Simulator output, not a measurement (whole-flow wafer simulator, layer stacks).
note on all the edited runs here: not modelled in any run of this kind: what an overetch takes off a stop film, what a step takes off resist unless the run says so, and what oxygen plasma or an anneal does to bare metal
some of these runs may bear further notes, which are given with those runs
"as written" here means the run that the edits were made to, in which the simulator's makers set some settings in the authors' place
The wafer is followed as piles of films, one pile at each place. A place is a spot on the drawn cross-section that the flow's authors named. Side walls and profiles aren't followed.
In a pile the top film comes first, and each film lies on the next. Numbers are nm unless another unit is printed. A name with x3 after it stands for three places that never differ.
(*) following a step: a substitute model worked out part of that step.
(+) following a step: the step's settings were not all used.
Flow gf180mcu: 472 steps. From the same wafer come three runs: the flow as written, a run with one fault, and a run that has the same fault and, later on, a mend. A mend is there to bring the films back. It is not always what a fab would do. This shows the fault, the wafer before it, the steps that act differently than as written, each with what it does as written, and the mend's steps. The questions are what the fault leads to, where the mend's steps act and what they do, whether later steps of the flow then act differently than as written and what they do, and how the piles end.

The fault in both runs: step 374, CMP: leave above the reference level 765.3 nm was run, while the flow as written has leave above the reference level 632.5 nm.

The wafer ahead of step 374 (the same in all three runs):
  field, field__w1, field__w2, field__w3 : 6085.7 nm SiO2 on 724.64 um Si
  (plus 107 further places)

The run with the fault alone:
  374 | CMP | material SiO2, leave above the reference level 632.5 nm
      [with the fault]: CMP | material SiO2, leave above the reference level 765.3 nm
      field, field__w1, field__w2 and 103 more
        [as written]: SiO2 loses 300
        [with the fault]: SiO2 loses 167.2
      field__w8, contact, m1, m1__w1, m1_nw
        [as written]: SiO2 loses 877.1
        [with the fault]: SiO2 loses 744.3
  Steps further on in the flow that do not act as written (1 other step is not shown; it differs only slightly, by no more than 2% or 0.5 nm, whichever is larger):
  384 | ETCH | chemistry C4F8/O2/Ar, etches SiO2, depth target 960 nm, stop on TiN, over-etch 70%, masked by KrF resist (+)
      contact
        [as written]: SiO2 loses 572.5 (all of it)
        [with the fault]: SiO2 loses 705.3 (all of it)
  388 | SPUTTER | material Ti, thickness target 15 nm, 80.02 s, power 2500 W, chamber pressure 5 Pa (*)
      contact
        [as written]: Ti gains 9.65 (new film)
        [with the fault]: Ti gains 8.94 (new film)
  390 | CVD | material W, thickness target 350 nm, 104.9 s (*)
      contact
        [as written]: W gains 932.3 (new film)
        [with the fault]: W gains 1066.3 (new film)
  By the end, the piles at field__w4, field__w8, contact and 9 more depart from the flow's by more than 2% or 0.5 nm, whichever is larger.
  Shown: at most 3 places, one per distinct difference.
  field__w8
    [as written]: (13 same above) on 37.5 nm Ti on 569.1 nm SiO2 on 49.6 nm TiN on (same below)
    [with the fault]: (13 same above) on 37.5 nm Ti on 701.9 nm SiO2 on 49.6 nm TiN on (same below)
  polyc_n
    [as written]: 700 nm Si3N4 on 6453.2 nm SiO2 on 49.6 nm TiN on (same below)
    [with the fault]: 700 nm Si3N4 on 6586 nm SiO2 on 49.6 nm TiN on (same below)
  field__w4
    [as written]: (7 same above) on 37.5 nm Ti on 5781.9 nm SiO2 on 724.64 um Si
    [with the fault]: (7 same above) on 37.5 nm Ti on 5914.7 nm SiO2 on 724.64 um Si

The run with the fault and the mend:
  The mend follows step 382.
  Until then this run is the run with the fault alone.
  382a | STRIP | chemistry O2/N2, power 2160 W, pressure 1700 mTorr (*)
      field, field__w1, field__w2 and 107 more
        KrF resist loses 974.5 (all of it), anti-reflective coat loses 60 (all of it)
      contact
        anti-reflective coat loses 60 (all of it)
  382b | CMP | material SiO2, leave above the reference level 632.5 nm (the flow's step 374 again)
      field, field__w1, field__w2 and 108 more
        SiO2 loses 132.8
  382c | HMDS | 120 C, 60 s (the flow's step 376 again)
      alters no film at any place that is followed
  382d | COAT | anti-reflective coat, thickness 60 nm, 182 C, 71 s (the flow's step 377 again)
      field, field__w1, field__w2 and 108 more
        anti-reflective coat gains 60 (new film)
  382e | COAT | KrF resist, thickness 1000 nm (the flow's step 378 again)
      field, field__w1, field__w2 and 108 more
        KrF resist gains 1000 (new film)
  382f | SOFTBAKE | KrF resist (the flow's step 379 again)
      alters no film at any place that is followed
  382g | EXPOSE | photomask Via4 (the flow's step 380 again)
      alters no film at any place that is followed
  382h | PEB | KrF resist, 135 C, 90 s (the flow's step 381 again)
      field, field__w1, field__w2 and 108 more
        KrF resist loses 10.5
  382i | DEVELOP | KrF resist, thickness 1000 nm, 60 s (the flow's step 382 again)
      field, field__w1, field__w2 and 107 more
        KrF resist loses 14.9
      contact
        KrF resist loses 989.5 (all of it)
  Later steps of the flow that are run all act as written at every place that is followed.
  At every place that both follow, the piles at the end match the flow's.
